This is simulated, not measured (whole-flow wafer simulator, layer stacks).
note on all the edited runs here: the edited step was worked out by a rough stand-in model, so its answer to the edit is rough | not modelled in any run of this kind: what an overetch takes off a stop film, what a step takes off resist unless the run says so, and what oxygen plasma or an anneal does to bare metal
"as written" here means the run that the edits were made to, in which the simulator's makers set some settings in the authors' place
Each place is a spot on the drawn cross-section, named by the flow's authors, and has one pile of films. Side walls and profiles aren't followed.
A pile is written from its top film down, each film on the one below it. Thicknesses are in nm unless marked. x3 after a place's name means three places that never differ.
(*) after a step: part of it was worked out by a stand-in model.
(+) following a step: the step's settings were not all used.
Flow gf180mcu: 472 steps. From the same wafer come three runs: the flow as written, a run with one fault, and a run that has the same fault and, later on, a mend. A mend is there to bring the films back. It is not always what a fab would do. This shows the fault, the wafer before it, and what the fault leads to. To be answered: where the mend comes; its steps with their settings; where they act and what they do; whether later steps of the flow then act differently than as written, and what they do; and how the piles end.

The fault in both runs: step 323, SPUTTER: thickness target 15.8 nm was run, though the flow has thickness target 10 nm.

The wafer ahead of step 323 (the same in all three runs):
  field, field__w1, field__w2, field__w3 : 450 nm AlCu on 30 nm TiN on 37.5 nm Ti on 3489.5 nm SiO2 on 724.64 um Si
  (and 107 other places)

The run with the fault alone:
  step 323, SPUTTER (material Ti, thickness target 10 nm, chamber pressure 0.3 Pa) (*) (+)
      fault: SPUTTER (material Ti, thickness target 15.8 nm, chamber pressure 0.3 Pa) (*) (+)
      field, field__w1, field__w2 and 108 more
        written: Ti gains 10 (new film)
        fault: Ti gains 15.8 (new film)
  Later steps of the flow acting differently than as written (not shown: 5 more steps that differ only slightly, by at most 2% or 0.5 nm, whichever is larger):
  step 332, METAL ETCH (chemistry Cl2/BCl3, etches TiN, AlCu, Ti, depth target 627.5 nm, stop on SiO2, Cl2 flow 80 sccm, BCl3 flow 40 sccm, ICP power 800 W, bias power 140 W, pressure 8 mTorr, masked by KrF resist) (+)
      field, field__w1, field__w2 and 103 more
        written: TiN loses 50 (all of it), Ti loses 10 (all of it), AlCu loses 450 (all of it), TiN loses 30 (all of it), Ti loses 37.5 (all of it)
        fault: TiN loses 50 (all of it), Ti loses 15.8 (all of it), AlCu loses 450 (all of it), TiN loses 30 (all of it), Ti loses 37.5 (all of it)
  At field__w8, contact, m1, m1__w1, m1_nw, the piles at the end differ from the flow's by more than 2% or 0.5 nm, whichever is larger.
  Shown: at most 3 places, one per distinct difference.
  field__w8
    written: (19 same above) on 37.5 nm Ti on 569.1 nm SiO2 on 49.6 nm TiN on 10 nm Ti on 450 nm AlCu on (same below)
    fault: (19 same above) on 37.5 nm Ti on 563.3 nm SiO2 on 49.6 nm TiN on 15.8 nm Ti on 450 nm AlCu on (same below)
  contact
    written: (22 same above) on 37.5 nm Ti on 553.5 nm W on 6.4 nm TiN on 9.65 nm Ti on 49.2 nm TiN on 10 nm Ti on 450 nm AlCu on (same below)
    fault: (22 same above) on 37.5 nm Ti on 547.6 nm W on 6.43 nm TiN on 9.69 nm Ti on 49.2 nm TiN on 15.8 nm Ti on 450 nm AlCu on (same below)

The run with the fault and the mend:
  The mend follows step 323.
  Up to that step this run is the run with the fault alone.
  step 323a, METAL ETCH (chemistry Cl2/BCl3, etches TiN, AlCu, Ti, depth target 5.8 nm, Cl2 flow 80 sccm, BCl3 flow 40 sccm, ICP power 800 W, bias power 140 W, pressure 8 mTorr) (the flow's step 260 again, with other settings)
      field, field__w1, field__w2 and 108 more
        Ti loses 5.8
  Every later step of the flow that is run acts as written at every place that is followed.
  The piles end the same as the flow's at every place that both follow.
